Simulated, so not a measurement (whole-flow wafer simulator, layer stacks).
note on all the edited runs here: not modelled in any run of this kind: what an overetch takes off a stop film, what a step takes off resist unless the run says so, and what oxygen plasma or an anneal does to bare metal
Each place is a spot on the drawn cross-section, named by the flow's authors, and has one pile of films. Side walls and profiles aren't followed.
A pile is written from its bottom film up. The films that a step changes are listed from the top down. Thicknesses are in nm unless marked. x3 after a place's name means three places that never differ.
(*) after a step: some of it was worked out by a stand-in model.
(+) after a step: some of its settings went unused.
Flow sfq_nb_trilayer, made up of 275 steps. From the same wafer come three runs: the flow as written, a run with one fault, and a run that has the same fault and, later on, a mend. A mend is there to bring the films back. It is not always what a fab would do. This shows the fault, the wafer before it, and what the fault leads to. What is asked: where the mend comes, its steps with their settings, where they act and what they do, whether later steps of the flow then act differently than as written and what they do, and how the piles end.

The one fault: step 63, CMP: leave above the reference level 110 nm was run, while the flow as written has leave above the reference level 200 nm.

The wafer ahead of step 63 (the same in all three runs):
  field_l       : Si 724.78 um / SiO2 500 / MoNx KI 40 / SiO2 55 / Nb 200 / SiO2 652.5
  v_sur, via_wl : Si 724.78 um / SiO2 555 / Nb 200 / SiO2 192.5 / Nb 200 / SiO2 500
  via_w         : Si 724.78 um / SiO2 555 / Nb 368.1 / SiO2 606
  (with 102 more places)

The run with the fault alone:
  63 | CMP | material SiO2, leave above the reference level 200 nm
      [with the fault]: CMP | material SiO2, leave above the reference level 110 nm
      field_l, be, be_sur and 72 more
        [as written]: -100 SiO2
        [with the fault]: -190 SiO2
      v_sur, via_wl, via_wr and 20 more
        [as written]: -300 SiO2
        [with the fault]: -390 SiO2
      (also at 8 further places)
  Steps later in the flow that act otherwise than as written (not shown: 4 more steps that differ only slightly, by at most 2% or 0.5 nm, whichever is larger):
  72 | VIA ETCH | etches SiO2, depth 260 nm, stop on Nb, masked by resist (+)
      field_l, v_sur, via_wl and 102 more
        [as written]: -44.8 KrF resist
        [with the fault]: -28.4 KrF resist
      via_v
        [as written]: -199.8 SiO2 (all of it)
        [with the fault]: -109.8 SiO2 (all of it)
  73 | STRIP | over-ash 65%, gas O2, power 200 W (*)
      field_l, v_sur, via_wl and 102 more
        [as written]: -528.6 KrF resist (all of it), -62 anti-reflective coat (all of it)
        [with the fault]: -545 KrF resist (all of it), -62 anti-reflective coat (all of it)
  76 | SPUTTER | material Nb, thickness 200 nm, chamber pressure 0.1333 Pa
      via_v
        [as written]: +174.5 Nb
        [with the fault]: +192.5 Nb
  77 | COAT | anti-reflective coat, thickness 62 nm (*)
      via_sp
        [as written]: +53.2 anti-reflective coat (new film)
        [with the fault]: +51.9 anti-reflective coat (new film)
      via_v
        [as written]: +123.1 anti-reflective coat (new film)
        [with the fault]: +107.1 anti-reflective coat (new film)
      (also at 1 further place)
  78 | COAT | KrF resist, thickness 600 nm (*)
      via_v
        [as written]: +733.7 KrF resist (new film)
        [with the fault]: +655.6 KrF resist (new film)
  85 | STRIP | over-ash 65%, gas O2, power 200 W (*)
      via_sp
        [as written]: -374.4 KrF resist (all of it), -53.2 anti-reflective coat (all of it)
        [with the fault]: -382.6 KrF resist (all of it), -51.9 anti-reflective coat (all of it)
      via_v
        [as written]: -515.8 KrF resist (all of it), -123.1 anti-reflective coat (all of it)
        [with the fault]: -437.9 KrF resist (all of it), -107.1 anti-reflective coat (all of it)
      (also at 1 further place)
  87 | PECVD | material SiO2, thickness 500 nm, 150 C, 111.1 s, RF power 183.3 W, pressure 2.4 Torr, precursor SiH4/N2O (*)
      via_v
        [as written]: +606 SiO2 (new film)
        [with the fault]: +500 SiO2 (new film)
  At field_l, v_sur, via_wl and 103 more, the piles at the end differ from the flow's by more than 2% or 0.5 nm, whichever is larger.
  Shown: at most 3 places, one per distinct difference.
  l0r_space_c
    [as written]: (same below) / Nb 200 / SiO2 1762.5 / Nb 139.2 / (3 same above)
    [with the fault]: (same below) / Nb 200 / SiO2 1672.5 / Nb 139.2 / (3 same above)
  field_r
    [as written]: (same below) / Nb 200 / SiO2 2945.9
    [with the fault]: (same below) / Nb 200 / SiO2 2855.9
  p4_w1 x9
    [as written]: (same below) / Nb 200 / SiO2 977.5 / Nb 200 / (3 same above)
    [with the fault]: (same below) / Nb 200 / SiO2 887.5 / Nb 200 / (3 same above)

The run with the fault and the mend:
  The mend stands after step 64.
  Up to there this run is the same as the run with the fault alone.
  64a | PECVD | material SiO2, thickness 90 nm, 150 C, 20 s, RF power 183.3 W, pressure 2.4 Torr, precursor SiH4/N2O (a further turn of the flow's step 62, with different settings)
      field_l, v_sur, via_wl and 103 more
        +90 SiO2
  Every later step of the flow that is run acts as written, at every place that is followed, to within 2% or 0.5 nm, whichever is larger.
  When the end is reached, the piles differ only a little from the flow's at the places that both follow, at most by 2% or 0.5 nm, whichever is larger.
